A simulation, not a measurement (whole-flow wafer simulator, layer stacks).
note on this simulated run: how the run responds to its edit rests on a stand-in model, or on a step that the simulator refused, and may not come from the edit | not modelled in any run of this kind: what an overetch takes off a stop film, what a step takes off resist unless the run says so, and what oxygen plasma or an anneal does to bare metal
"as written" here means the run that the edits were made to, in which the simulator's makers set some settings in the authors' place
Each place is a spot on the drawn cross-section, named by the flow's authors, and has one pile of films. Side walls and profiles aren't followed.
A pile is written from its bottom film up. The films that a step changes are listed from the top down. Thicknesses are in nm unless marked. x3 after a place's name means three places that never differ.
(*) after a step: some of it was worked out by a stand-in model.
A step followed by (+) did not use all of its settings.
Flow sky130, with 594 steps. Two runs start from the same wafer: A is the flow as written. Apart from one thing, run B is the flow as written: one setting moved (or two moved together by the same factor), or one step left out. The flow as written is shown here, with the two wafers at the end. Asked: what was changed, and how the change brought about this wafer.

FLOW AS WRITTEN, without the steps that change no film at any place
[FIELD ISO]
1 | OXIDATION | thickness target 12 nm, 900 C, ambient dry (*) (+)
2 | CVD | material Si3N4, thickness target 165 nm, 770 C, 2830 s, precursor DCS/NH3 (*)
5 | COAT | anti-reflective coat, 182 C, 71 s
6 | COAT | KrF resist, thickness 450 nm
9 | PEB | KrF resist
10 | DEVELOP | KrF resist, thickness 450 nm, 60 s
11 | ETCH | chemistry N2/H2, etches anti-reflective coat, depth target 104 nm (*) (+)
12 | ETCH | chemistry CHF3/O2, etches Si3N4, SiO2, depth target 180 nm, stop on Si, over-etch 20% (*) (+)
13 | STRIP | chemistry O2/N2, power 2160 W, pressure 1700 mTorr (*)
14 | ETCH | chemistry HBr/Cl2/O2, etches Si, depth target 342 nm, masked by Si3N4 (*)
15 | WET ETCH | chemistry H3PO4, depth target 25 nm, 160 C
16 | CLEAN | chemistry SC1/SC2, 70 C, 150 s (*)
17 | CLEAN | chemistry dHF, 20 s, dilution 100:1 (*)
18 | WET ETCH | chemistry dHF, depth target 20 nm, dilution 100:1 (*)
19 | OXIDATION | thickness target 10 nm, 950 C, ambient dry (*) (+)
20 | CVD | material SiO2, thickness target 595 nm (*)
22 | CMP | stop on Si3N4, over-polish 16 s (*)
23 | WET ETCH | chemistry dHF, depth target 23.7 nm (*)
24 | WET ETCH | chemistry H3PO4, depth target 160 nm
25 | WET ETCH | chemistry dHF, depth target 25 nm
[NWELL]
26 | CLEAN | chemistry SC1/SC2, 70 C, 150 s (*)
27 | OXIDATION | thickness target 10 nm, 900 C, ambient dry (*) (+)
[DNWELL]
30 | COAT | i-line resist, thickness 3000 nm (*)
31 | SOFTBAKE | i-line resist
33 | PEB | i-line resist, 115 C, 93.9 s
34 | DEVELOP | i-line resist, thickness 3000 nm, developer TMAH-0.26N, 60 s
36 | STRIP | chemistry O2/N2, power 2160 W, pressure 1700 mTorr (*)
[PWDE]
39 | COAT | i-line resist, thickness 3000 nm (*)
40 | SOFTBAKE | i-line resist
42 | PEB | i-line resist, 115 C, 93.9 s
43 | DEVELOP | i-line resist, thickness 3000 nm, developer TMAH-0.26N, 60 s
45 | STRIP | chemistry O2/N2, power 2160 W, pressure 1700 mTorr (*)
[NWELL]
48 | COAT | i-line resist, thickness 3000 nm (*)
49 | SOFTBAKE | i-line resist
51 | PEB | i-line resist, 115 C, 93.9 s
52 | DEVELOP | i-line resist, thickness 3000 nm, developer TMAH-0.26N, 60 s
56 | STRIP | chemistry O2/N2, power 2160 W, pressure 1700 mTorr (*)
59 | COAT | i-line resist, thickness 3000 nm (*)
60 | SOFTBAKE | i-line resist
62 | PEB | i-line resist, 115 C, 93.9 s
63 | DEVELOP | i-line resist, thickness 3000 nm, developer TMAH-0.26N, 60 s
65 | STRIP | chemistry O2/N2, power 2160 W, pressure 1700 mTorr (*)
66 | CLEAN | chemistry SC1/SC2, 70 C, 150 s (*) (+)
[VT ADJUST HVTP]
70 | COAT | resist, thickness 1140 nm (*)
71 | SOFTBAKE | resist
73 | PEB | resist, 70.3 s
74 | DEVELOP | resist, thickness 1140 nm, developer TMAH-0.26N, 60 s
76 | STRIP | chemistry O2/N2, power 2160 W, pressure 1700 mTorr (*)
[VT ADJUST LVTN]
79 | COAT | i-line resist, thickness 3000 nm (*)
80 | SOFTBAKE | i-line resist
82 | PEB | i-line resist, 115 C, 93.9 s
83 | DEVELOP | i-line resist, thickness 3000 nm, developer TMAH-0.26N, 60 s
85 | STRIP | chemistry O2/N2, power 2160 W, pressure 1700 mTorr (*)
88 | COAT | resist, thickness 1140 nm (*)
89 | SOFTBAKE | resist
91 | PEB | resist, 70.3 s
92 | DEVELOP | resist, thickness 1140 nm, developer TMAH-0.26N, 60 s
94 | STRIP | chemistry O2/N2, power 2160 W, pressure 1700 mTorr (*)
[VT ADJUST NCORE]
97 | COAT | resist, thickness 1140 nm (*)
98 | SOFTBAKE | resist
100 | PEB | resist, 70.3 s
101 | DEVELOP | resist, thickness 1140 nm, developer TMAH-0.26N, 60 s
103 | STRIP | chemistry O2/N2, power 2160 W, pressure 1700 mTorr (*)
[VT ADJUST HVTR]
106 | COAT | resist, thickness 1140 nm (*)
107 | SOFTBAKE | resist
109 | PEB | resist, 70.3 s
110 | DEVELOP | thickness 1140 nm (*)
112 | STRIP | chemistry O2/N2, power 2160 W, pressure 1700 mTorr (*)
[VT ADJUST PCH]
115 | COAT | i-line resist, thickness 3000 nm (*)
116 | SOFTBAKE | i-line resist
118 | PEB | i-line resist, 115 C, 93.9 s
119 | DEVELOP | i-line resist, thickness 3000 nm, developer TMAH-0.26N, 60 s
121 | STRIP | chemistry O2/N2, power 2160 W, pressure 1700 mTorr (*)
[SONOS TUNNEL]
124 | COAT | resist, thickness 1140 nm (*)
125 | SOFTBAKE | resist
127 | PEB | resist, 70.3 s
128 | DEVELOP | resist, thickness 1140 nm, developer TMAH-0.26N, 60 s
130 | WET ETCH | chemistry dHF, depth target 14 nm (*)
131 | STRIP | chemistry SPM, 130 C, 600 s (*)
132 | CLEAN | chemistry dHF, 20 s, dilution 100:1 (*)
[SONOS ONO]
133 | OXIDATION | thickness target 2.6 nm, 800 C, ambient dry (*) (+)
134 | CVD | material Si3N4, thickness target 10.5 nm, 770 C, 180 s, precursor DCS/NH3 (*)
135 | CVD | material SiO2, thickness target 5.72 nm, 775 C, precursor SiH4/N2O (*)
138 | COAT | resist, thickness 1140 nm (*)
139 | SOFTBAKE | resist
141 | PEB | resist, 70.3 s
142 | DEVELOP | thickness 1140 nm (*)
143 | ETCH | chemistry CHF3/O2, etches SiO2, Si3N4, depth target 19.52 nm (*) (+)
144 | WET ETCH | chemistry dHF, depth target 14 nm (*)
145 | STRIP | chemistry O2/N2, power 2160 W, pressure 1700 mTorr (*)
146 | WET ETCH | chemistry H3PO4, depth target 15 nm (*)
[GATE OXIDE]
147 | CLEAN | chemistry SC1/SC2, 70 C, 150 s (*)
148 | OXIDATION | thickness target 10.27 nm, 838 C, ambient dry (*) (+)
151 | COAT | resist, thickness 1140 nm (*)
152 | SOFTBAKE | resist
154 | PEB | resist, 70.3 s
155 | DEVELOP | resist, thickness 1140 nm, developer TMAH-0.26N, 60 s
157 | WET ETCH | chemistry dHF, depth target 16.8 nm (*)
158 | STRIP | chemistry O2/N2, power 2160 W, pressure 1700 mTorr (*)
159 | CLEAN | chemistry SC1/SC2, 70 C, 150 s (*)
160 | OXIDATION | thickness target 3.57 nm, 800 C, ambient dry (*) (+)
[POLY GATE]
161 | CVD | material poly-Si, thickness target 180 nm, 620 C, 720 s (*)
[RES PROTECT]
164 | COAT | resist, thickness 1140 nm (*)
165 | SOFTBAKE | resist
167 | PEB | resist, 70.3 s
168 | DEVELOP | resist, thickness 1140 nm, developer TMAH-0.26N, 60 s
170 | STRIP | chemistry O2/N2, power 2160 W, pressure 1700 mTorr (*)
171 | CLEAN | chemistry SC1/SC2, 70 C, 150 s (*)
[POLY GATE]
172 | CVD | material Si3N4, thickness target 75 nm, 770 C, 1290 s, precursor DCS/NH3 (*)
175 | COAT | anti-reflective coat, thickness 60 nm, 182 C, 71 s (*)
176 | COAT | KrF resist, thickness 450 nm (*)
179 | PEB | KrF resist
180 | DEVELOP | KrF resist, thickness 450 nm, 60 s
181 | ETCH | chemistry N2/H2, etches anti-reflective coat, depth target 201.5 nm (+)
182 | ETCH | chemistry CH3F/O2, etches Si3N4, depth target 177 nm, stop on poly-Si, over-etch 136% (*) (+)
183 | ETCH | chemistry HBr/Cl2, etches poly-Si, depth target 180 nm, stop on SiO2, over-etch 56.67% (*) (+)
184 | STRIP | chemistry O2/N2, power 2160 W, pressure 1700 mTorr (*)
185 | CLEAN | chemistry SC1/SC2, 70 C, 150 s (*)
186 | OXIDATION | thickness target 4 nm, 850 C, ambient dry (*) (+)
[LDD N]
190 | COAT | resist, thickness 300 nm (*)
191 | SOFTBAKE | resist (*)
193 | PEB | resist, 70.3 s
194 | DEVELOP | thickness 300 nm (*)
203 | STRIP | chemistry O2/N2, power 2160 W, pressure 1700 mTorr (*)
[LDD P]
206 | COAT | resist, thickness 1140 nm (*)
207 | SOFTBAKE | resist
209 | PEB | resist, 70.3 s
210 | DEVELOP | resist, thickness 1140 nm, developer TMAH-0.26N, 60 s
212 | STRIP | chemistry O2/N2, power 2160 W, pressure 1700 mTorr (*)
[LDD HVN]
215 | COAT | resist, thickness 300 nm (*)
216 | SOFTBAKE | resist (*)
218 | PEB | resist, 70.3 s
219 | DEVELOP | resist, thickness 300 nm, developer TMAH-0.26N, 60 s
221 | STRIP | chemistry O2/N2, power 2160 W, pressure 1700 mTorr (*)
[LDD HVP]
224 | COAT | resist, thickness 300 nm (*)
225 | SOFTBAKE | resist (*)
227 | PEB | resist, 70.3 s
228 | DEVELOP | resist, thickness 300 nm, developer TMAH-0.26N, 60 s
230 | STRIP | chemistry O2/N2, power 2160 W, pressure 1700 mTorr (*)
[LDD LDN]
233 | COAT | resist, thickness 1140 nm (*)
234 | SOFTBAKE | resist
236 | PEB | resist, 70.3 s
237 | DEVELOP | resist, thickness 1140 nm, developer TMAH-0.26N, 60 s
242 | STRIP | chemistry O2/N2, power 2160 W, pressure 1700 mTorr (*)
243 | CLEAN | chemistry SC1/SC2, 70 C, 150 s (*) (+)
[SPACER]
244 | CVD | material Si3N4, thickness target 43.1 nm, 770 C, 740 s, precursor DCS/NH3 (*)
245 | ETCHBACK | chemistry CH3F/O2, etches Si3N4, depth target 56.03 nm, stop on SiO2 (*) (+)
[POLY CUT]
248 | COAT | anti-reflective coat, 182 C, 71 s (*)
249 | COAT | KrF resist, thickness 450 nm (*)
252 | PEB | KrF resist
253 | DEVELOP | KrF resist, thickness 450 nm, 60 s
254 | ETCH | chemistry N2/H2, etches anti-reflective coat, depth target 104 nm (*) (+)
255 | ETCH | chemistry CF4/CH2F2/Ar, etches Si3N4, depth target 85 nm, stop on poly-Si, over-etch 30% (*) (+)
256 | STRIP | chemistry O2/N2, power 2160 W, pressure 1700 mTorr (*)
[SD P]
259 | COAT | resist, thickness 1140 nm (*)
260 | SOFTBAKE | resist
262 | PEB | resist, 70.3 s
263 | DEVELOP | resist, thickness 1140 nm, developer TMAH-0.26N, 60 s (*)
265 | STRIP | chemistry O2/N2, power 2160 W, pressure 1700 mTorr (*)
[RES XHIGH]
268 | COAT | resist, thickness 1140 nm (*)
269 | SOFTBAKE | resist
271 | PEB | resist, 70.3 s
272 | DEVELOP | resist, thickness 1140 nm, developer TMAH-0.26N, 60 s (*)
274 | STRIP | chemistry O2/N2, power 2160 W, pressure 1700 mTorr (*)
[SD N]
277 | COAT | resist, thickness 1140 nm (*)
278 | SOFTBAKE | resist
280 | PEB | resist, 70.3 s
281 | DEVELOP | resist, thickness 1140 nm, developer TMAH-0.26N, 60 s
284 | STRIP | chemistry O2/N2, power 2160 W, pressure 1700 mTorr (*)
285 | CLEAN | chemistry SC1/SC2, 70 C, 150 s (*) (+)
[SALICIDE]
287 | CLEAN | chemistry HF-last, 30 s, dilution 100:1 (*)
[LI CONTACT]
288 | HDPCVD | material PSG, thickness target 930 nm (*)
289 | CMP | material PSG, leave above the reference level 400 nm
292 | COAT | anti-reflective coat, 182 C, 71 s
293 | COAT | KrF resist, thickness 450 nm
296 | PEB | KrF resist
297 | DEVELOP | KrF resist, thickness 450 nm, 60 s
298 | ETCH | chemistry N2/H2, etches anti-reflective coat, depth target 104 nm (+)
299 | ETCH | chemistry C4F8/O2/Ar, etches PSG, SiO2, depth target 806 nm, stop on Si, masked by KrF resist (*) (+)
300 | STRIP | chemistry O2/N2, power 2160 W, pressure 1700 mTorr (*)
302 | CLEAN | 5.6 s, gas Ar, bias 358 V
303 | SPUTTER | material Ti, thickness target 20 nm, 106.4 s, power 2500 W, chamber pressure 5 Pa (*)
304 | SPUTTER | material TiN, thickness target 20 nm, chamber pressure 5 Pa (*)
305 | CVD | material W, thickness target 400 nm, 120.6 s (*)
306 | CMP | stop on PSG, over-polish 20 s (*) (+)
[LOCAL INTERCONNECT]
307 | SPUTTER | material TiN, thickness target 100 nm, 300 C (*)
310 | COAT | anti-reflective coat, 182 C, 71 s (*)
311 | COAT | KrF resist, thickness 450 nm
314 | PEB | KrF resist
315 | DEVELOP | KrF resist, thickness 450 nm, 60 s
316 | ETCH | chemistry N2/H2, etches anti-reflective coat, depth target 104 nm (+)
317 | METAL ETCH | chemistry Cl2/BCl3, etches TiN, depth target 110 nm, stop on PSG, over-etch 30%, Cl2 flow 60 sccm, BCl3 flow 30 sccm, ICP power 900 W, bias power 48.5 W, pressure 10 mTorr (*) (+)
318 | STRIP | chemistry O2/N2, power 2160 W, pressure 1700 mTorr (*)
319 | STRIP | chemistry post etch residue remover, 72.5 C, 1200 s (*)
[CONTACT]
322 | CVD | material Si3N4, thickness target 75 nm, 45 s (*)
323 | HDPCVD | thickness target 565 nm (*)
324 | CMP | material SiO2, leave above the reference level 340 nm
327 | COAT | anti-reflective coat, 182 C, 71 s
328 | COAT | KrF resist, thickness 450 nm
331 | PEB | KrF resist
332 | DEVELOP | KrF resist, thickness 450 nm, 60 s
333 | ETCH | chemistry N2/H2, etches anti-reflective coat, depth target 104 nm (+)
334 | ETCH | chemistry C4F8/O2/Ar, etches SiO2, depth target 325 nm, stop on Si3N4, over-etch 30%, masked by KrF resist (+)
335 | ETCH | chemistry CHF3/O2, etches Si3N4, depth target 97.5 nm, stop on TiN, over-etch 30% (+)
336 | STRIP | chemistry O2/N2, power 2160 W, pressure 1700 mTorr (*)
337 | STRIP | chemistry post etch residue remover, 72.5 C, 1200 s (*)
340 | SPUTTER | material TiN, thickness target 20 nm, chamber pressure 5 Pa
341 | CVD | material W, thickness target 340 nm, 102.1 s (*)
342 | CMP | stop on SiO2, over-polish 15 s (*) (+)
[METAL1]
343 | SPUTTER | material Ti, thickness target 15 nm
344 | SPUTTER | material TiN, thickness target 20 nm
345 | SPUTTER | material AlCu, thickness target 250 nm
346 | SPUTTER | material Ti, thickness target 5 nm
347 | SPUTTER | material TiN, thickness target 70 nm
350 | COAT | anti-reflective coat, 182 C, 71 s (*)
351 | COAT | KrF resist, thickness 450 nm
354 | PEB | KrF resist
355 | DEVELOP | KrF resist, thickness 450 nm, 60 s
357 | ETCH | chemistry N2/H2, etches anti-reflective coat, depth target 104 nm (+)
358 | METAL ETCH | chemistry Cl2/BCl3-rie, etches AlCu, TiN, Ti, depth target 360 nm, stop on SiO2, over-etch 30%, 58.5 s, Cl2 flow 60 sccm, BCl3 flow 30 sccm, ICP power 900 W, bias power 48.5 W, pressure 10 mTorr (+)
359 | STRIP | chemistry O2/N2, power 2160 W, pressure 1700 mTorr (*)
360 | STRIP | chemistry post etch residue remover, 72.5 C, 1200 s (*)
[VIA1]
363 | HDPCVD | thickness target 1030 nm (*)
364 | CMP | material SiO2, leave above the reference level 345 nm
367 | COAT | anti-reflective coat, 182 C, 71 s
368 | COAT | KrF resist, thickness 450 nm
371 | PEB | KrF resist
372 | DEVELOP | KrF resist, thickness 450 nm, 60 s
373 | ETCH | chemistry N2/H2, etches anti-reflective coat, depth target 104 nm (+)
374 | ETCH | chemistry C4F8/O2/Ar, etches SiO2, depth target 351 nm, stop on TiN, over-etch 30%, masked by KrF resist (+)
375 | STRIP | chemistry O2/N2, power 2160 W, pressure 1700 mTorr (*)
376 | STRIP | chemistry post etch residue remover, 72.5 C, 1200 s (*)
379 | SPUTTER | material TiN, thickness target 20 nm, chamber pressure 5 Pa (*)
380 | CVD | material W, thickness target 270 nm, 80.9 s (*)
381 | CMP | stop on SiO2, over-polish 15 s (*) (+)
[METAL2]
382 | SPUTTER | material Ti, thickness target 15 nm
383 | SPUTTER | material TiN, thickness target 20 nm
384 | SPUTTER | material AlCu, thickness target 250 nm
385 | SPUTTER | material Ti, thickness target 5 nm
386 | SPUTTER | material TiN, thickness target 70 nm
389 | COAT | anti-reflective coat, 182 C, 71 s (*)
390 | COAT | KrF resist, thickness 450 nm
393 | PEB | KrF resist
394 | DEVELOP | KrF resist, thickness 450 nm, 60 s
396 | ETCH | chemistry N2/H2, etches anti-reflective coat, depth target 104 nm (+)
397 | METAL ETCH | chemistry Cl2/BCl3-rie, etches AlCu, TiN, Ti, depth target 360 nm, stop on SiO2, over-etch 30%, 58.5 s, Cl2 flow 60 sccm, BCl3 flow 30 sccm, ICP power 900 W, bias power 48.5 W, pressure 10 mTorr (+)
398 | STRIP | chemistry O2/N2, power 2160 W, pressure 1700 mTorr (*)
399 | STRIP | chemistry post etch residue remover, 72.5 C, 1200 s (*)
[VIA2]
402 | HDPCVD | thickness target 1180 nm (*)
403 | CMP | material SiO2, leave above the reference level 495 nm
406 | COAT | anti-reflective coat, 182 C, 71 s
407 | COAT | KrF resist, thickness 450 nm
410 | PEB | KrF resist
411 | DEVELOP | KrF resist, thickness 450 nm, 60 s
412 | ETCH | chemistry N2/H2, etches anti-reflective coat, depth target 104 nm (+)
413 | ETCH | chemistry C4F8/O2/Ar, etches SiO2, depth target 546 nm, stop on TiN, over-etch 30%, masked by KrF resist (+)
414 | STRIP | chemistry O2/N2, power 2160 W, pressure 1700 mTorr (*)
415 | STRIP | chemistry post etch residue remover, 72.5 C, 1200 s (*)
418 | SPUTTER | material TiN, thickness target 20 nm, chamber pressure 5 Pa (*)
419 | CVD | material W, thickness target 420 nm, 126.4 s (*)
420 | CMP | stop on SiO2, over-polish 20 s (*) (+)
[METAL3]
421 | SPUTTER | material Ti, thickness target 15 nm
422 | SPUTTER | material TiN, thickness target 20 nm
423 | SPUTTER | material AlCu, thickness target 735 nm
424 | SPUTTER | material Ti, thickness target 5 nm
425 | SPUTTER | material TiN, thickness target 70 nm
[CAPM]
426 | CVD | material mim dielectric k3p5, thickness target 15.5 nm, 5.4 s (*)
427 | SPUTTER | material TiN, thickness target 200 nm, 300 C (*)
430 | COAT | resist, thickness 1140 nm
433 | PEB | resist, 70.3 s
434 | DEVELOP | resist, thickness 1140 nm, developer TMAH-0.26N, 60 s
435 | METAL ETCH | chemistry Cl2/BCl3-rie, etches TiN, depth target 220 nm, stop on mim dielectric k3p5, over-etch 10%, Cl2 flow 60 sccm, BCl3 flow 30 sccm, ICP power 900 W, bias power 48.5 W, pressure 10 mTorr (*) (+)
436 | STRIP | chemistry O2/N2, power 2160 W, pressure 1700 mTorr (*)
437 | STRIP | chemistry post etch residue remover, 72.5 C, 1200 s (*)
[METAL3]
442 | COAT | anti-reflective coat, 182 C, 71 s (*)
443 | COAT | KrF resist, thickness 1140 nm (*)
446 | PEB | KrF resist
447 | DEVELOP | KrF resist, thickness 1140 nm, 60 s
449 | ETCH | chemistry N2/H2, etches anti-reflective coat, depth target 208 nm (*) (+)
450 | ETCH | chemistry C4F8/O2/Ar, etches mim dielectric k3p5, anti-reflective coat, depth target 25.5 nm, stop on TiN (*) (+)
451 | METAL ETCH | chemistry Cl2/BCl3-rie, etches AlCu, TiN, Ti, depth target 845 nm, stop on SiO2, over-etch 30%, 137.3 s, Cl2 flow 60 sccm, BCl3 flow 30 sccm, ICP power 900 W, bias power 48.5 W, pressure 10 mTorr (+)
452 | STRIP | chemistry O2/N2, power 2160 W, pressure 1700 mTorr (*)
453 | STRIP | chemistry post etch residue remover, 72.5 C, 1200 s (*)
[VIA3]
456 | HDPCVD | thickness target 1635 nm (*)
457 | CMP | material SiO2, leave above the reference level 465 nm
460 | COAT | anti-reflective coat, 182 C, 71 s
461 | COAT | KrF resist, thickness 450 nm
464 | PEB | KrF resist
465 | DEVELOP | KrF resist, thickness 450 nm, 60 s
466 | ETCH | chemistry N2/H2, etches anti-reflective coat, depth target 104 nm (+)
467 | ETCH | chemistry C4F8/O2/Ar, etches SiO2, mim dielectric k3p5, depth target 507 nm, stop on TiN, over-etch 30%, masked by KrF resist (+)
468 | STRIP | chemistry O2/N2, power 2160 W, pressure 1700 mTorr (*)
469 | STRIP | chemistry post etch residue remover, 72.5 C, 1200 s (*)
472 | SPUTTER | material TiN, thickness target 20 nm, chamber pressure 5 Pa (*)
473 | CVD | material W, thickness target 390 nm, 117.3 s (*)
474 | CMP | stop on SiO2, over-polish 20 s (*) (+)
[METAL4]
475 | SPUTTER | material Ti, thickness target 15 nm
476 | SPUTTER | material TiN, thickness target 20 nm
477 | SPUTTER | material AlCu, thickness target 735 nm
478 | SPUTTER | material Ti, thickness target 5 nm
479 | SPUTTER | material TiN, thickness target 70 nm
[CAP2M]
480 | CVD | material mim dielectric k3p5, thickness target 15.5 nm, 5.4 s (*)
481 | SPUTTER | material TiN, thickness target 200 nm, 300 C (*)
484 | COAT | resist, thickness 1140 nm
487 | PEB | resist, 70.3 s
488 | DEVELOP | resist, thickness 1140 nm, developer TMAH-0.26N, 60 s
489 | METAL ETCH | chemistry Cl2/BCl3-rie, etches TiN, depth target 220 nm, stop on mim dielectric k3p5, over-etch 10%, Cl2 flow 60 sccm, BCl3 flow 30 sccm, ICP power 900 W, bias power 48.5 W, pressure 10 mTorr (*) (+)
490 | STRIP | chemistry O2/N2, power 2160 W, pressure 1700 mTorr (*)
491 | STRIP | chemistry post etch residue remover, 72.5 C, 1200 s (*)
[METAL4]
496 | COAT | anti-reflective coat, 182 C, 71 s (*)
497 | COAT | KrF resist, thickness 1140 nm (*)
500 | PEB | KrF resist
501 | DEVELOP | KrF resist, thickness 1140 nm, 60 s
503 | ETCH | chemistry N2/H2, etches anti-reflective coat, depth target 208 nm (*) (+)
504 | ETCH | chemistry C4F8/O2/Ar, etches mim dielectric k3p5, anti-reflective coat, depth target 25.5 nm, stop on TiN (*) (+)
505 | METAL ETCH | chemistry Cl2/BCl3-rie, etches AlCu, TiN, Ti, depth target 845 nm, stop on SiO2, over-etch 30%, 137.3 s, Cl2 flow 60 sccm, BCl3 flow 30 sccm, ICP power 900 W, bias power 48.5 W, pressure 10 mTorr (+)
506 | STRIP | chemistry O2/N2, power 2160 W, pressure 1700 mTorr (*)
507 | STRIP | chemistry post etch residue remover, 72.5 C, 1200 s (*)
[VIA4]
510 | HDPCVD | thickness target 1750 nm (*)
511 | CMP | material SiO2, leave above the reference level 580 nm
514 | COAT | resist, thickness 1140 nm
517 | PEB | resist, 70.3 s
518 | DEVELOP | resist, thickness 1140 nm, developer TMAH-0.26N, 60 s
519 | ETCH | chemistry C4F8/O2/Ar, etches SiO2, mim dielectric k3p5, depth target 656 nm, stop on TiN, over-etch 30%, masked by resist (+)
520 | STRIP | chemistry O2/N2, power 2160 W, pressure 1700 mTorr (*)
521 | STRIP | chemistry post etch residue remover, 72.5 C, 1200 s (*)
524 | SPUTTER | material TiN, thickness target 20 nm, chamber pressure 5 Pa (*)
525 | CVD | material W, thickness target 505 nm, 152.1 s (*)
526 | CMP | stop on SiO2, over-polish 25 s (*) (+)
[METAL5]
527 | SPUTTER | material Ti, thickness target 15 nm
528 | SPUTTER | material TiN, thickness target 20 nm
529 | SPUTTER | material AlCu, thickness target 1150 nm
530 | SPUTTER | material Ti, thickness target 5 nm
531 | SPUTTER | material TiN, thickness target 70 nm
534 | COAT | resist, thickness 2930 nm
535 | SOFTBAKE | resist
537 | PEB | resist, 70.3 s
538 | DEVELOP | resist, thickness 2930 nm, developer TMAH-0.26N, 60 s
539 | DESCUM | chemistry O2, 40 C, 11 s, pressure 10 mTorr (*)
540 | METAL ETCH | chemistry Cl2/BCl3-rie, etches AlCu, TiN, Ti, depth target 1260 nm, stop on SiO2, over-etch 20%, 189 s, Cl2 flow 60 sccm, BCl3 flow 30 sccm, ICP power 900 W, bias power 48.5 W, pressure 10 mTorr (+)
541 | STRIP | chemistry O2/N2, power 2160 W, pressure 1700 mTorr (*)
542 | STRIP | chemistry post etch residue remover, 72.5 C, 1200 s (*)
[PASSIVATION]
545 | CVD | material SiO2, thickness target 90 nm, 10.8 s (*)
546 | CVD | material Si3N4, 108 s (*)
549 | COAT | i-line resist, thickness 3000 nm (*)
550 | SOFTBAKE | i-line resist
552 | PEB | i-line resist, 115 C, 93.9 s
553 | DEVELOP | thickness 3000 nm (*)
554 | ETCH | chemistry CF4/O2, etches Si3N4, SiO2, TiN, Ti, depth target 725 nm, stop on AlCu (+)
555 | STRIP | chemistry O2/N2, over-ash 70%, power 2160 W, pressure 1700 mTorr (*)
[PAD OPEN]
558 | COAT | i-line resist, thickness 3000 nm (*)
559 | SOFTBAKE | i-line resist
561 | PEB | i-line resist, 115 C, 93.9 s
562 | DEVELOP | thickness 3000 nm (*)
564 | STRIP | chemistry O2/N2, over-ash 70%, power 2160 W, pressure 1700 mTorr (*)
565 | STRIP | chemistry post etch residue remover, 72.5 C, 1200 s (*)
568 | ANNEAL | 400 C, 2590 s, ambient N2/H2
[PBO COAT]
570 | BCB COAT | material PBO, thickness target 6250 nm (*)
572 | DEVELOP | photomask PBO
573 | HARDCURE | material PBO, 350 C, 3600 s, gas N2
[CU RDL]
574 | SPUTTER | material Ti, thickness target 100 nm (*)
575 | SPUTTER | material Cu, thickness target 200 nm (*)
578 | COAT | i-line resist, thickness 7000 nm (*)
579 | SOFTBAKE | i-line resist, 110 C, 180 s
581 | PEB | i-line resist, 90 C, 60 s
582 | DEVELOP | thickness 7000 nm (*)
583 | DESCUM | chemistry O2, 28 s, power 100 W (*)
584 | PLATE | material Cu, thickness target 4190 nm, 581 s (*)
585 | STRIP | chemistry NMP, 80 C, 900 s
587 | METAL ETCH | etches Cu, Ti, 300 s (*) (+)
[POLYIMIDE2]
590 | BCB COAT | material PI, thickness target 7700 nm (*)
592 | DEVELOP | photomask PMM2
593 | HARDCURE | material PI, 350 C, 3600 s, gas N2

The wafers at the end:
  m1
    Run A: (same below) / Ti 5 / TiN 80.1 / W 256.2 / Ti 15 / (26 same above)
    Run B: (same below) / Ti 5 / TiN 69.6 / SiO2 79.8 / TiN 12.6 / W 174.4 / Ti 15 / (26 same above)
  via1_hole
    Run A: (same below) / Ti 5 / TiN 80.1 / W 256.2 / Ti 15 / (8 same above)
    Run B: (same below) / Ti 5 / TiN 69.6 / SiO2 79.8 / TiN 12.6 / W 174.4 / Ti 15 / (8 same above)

What caused this: step 374, ETCH: depth target 190 nm was run, while the flow as written has depth target 351 nm.

Step by step, how the change led to this:
  374 | ETCH | chemistry C4F8/O2/Ar, etches SiO2, depth target 351 nm, stop on TiN, over-etch 30%, masked by KrF resist (+)
      m1, via1_hole: A -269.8 SiO2 (all of it) | B -190 SiO2
      field, active, n_well and 186 more: A -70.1 KrF resist | B -38 KrF resist
  375 | STRIP | chemistry O2/N2, power 2160 W, pressure 1700 mTorr (*)
      field, active, n_well and 186 more: A -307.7 KrF resist (all of it), -80 anti-reflective coat (all of it) | B -339.8 KrF resist (all of it), -80 anti-reflective coat (all of it)
  379 | SPUTTER | material TiN, thickness target 20 nm, chamber pressure 5 Pa (*)
      m1: A +11 TiN | B +12.6 TiN (new film)
      via1_hole: A +10.9 TiN | B +12.6 TiN (new film)
  380 | CVD | material W, thickness target 270 nm, 80.9 s (*)
      m1, via1_hole: A +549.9 W (new film) | B +468 W (new film)
Taking metal films that touch as one body, m1 has 3 bodies (between them, from the top down: SiO2 79.8; SiO2 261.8 / Si3N4 75); the flow as written gives 2 bodies (between them, from the top down: SiO2 261.8 / Si3N4 75).
Taking metal films that touch as one body, via1_hole has 2 bodies (between them, from the top down: SiO2 79.8); the flow as written gives 1 body.
